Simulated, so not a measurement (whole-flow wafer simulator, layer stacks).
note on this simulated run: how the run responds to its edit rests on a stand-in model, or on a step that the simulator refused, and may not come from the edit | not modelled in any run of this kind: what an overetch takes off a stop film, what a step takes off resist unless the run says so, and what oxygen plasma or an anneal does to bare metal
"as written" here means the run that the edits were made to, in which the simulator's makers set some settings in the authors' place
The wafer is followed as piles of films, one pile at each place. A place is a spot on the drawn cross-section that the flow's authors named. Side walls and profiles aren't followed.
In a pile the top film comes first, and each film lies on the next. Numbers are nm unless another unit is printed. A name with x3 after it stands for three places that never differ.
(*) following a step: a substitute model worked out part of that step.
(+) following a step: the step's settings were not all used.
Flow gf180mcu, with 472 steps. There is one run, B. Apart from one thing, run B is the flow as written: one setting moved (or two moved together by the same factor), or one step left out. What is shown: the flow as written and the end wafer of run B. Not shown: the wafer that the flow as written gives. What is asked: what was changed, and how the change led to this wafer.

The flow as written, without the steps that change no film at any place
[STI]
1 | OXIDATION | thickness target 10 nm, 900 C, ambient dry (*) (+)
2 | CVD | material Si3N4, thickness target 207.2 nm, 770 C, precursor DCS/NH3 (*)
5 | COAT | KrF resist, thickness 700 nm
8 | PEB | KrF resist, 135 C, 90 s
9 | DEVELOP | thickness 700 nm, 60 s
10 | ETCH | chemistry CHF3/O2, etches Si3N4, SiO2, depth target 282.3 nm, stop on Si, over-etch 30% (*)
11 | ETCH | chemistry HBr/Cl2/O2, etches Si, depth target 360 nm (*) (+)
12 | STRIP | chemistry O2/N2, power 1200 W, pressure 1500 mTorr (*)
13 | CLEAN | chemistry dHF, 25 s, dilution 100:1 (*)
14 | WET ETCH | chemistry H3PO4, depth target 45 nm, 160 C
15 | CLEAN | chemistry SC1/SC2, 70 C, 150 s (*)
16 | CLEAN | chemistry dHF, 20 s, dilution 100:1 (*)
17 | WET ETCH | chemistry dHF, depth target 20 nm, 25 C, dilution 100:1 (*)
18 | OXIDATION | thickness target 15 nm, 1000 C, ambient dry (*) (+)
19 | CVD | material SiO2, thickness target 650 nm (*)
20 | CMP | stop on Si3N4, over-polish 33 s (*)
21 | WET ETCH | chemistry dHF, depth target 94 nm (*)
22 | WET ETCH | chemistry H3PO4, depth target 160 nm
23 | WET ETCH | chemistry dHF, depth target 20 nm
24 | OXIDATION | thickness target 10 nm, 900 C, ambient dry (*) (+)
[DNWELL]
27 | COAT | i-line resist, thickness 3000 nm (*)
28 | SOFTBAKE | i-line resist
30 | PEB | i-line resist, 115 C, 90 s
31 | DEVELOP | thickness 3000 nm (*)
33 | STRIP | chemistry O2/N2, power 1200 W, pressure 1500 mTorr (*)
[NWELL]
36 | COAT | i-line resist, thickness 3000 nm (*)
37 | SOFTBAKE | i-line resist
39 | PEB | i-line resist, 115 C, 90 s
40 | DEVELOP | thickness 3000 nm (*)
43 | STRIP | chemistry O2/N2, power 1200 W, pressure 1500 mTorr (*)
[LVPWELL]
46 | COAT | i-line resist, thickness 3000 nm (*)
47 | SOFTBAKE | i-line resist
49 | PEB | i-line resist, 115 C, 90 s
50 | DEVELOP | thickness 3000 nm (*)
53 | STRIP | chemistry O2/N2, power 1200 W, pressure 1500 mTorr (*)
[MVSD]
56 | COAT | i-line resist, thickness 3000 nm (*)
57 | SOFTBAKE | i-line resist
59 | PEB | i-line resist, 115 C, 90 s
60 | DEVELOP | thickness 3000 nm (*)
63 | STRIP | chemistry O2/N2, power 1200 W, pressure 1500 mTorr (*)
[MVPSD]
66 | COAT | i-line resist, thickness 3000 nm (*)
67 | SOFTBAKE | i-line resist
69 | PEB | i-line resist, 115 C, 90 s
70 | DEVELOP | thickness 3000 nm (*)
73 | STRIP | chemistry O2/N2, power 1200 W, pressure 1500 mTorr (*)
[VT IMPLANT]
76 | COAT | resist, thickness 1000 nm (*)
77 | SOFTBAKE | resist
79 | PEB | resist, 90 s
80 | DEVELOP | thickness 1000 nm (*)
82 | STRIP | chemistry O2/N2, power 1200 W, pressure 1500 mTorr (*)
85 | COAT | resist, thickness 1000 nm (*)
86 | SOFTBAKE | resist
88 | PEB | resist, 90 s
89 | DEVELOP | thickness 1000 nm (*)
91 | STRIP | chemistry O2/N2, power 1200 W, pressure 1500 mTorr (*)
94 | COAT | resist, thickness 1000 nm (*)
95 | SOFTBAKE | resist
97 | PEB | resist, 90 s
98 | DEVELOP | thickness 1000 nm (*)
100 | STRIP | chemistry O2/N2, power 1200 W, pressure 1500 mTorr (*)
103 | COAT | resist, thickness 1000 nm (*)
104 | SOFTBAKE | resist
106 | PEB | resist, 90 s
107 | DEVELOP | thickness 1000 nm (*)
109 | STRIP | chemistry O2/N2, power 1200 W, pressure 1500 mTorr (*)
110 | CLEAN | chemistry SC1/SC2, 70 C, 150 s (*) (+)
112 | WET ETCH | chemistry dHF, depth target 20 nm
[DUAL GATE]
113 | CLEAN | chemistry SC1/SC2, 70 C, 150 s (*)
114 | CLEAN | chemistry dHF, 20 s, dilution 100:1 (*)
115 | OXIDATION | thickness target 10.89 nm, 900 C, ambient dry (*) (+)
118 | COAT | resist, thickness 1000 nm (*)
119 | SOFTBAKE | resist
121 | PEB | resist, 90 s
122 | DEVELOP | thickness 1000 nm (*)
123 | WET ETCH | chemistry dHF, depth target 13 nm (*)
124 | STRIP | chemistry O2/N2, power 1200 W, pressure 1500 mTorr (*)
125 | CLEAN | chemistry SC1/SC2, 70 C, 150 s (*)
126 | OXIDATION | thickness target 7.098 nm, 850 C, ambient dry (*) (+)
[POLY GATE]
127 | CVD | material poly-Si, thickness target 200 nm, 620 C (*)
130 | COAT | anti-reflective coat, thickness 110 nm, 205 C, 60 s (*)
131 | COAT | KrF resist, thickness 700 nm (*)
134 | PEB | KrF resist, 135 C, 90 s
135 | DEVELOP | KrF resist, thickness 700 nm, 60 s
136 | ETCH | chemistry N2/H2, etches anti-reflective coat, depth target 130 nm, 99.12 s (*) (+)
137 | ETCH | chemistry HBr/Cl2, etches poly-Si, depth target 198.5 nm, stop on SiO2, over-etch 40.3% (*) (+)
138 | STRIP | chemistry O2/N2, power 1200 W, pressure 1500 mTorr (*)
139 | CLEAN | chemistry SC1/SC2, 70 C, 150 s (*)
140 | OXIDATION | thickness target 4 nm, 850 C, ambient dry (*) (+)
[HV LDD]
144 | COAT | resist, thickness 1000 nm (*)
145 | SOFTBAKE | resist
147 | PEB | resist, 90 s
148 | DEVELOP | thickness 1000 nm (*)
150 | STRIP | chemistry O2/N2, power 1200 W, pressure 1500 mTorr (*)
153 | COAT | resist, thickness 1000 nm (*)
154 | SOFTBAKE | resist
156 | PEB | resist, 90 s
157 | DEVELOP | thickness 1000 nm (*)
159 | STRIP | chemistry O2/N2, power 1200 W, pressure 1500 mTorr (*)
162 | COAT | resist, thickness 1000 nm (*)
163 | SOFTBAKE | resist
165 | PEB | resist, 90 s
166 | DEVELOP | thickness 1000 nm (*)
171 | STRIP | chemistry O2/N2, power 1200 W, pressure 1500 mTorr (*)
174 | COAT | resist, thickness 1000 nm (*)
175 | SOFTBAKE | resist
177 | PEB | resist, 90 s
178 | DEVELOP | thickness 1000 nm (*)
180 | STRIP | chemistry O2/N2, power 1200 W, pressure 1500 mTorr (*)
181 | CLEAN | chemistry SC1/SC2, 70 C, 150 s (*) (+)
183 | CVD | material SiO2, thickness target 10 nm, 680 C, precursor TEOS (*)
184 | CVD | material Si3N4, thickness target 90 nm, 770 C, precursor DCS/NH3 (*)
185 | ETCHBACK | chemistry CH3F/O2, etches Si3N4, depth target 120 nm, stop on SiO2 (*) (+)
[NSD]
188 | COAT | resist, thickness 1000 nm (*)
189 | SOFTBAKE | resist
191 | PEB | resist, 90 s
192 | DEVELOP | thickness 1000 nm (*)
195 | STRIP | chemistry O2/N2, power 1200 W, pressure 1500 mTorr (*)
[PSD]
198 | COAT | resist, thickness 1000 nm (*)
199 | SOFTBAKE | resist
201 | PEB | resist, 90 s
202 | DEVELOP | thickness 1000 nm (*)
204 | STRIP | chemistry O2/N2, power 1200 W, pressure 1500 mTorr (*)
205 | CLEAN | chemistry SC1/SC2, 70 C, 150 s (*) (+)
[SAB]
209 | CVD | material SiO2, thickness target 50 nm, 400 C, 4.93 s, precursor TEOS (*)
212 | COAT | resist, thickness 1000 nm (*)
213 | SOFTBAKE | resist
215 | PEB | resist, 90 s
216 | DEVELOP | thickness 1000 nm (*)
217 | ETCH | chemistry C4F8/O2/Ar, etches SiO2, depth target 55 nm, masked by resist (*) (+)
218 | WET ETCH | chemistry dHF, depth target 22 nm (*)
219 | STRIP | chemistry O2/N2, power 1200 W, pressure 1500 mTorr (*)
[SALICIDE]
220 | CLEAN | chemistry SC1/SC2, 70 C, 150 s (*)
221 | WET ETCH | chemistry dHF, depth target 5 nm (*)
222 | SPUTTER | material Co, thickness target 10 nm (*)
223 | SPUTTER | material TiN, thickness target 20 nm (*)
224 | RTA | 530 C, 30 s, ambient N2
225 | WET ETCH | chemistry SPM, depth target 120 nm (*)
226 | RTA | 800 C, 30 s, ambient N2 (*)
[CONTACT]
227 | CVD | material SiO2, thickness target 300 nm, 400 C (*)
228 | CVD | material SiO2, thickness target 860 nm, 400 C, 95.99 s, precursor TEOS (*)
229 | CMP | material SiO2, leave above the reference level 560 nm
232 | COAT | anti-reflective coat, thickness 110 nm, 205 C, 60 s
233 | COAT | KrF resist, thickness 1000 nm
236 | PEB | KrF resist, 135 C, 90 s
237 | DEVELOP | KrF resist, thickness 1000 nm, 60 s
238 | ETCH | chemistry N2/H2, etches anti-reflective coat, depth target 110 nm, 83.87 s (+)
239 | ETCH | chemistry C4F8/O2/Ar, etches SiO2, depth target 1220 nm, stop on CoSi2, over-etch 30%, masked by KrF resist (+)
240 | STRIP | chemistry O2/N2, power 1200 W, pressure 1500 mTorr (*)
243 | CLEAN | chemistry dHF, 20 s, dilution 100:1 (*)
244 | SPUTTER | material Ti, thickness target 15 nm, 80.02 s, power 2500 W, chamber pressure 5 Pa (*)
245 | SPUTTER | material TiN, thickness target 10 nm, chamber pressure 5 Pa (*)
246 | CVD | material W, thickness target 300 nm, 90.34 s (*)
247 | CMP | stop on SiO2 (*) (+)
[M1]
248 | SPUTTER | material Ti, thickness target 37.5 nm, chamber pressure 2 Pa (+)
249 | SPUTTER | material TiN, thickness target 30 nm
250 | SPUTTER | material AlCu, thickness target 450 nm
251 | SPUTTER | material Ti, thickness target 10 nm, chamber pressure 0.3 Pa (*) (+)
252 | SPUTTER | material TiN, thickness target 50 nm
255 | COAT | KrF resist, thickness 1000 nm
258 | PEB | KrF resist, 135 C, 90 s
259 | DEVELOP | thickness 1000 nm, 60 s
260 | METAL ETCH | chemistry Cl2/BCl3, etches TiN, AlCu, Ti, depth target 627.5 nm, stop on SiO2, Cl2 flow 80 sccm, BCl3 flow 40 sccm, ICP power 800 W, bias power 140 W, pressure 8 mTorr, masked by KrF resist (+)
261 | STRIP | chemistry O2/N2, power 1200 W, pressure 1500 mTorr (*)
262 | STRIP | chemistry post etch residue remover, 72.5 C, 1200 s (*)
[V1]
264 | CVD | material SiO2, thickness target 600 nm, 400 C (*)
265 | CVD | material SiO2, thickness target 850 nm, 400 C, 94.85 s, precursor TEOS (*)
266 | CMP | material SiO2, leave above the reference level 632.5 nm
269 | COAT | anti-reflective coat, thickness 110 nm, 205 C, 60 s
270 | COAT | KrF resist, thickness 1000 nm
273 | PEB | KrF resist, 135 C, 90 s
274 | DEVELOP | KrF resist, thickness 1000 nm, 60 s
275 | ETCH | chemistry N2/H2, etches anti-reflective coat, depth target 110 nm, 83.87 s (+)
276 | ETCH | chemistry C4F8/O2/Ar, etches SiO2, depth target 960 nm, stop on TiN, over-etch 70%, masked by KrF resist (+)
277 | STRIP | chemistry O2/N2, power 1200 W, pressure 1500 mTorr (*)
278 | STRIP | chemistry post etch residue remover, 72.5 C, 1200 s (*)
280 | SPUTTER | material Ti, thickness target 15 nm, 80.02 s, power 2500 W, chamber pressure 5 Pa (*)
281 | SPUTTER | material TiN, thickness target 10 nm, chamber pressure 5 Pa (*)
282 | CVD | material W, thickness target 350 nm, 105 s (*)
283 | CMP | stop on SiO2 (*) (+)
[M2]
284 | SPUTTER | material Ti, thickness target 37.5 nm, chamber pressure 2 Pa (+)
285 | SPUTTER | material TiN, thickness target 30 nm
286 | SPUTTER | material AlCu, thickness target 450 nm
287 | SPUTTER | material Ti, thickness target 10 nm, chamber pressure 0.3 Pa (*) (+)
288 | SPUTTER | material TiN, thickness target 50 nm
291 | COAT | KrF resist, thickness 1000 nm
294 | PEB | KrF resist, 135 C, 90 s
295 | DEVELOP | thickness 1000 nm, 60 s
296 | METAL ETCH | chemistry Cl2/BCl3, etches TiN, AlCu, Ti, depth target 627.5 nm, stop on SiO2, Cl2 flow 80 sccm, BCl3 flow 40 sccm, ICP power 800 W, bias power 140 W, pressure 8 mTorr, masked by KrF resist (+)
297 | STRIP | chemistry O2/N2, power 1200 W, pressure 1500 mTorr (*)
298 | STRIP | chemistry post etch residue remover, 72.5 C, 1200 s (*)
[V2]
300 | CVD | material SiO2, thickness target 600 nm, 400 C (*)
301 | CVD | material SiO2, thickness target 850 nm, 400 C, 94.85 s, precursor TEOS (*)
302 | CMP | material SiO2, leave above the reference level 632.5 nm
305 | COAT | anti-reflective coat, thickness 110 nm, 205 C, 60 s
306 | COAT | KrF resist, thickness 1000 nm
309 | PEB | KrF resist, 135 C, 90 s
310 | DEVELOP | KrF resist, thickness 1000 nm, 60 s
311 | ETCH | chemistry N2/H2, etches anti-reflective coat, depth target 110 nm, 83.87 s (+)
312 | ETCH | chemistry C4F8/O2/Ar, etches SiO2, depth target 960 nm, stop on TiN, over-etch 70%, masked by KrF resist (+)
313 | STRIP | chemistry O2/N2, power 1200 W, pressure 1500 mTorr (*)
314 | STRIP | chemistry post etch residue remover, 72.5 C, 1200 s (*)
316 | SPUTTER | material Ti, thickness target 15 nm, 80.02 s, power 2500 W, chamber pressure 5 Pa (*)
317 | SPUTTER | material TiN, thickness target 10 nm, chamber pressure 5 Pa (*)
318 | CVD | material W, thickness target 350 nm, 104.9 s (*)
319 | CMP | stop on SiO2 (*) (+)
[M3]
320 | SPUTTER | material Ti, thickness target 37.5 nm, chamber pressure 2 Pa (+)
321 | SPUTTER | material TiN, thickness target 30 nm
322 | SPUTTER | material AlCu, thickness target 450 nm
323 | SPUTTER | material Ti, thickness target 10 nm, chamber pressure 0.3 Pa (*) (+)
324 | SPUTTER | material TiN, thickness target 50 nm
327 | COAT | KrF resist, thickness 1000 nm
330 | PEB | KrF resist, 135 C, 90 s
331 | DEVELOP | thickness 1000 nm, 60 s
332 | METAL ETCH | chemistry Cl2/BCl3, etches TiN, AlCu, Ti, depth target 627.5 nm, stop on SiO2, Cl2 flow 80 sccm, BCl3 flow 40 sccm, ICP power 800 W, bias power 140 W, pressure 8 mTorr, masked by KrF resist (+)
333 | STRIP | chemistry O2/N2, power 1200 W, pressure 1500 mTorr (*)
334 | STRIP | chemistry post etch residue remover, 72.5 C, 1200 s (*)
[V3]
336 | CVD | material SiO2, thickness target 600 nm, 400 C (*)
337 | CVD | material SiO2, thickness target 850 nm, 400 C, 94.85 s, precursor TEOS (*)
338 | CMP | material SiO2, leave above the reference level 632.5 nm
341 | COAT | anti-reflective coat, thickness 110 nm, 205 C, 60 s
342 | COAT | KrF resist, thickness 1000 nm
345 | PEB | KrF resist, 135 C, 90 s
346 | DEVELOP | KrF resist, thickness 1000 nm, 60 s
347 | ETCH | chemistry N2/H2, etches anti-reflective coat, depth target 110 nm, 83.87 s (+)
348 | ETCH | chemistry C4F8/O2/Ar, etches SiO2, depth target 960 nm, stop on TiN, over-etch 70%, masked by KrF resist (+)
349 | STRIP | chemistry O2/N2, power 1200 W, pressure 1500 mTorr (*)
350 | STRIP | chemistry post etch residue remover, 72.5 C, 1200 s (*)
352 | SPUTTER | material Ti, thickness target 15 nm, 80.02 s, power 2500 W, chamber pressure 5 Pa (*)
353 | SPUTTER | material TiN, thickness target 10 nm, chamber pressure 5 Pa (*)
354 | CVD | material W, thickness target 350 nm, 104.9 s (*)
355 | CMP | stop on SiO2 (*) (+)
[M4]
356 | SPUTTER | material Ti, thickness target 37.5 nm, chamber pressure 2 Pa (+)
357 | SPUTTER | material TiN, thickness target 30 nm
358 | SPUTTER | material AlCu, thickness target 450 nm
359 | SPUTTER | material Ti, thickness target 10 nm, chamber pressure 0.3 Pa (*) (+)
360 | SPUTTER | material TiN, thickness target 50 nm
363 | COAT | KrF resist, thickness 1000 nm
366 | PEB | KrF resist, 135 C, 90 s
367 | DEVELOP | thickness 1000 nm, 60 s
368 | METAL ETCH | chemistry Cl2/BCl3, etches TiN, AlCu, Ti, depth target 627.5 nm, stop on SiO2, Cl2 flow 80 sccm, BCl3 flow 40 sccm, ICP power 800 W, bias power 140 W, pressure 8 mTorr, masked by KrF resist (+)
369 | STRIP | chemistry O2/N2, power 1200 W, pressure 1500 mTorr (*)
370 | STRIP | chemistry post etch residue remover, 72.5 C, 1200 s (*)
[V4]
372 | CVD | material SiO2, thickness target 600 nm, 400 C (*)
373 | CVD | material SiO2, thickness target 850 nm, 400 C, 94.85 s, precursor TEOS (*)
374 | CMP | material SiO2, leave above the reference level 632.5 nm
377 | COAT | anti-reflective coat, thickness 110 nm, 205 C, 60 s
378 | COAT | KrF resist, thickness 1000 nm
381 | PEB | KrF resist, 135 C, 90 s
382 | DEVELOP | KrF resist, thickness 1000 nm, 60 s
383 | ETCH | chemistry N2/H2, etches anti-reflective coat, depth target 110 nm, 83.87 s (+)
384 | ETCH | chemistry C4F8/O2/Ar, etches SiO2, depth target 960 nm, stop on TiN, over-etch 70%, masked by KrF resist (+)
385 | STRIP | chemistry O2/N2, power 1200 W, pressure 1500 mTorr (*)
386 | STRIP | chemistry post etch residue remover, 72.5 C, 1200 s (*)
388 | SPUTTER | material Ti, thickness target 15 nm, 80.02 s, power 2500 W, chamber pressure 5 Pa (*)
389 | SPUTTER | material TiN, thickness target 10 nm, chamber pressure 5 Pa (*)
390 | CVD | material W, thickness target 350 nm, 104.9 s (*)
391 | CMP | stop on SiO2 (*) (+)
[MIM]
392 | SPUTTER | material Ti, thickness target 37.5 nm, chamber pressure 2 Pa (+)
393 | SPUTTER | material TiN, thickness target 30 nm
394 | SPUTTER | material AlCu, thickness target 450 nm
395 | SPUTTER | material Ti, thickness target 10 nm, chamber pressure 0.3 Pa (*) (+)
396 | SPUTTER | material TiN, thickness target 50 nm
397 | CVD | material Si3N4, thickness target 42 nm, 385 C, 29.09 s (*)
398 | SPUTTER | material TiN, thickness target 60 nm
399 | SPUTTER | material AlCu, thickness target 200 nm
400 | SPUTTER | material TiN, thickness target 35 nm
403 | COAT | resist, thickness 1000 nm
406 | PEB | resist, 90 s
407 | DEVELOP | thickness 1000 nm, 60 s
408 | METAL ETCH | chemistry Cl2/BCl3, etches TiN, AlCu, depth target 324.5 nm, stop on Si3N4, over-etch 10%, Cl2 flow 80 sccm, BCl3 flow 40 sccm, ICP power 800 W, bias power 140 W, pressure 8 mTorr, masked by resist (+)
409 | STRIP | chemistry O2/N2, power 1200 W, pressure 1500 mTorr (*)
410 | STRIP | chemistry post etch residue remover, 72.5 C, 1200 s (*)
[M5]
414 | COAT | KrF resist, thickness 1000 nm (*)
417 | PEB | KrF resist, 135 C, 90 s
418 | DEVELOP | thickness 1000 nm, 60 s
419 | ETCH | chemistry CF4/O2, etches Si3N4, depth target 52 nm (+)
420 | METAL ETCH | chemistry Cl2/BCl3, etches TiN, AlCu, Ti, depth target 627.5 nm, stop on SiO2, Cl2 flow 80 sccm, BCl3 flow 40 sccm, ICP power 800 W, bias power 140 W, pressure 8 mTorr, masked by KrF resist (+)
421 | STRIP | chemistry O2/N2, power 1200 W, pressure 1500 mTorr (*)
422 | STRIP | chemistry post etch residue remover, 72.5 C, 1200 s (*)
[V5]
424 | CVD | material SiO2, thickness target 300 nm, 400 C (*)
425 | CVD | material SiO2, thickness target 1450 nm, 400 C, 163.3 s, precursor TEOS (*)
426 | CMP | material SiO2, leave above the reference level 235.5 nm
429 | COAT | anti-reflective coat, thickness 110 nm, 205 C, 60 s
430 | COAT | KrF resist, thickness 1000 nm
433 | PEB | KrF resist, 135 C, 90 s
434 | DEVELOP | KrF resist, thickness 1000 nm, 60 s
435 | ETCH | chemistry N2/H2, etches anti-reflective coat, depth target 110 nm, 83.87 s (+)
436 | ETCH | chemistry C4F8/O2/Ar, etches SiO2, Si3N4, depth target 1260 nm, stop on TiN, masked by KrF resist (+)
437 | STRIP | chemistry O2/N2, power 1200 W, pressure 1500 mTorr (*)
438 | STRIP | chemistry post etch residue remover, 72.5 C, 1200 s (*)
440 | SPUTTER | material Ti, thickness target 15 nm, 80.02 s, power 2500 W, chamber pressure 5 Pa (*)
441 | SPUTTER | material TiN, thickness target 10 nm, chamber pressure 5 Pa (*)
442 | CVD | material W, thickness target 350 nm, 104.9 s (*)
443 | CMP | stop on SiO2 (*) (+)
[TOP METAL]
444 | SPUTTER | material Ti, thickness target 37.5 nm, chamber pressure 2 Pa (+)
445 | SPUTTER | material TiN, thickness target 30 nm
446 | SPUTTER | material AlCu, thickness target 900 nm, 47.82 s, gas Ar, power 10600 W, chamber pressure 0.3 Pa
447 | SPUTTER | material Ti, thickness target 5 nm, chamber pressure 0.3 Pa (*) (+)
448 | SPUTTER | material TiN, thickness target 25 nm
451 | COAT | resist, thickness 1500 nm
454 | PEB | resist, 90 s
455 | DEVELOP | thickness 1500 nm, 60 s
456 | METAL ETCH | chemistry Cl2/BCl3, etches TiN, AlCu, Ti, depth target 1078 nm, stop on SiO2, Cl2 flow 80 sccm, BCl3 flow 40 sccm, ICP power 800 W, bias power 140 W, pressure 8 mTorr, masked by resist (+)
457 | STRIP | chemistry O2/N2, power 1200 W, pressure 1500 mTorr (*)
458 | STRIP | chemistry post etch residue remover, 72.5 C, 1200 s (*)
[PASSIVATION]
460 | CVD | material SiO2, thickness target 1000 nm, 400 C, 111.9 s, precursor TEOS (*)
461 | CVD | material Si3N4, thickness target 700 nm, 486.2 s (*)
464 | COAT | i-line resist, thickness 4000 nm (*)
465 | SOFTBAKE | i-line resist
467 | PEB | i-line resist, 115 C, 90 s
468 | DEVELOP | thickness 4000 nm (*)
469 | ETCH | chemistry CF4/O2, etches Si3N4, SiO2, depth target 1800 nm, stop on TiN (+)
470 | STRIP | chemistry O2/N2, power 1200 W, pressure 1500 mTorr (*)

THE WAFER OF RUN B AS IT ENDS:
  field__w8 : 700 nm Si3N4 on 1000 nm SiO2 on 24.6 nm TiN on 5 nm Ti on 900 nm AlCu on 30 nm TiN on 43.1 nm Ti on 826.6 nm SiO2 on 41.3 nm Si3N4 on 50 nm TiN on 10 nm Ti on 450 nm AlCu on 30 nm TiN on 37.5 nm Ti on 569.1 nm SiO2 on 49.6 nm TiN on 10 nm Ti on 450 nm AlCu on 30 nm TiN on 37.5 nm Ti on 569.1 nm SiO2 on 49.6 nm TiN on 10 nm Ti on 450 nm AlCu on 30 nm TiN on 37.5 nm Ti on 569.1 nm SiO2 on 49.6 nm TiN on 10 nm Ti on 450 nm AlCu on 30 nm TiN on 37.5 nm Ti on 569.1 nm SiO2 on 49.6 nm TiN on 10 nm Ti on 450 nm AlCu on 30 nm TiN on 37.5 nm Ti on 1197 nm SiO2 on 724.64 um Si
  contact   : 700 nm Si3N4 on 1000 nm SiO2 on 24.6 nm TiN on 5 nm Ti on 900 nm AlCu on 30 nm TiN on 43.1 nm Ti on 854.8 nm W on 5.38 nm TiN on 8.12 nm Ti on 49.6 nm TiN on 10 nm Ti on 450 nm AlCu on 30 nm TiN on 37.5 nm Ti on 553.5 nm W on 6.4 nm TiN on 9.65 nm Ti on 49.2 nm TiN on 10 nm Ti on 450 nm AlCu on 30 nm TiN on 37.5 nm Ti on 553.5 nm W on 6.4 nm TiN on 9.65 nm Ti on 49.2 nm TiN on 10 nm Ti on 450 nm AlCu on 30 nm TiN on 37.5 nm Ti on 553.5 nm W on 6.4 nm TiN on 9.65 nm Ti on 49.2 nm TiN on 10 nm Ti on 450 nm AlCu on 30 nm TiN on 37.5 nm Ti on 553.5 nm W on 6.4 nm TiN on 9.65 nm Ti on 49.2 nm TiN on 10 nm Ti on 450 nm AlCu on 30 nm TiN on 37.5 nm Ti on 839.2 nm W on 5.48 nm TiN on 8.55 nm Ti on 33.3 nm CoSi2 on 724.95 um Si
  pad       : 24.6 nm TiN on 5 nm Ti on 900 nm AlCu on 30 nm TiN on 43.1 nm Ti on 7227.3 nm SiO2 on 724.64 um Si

Cause: step 444, SPUTTER: thickness target 43.1 nm was run, whereas the flow has thickness target 37.5 nm.
The wafer itself shows it: field__w8 has Ti 43.1, and step 444 as written asks for 37.5 nm.

Step by step, how the change led to this:
  444 | SPUTTER | material Ti, thickness target 37.5 nm, chamber pressure 2 Pa (+)
      field, field__w1, field__w2 and 109 more: +43.1 Ti (new film) (in the flow as written it would be: +37.5 Ti (new film))
  456 | METAL ETCH | chemistry Cl2/BCl3, etches TiN, AlCu, Ti, depth target 1078 nm, stop on SiO2, Cl2 flow 80 sccm, BCl3 flow 40 sccm, ICP power 800 W, bias power 140 W, pressure 8 mTorr, masked by resist (+)
      field, field__w1, field__w2 and 103 more: -25 TiN (all of it), -5 Ti (all of it), -900 AlCu (all of it), -30 TiN (all of it), -43.1 Ti (all of it) (in the flow as written it would be: -25 TiN (all of it), -5 Ti (all of it), -900 AlCu (all of it), -30 TiN (all of it), -37.5 Ti (all of it))
  465 | SOFTBAKE | i-line resist
      field__w5, field__w9: +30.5 i-line resist (in the flow as written it would be: +37.3 i-line resist)
      field__w11, field__w13: +31.5 i-line resist (in the flow as written it would be: +37.9 i-line resist)
      (and at 56 other places as well)
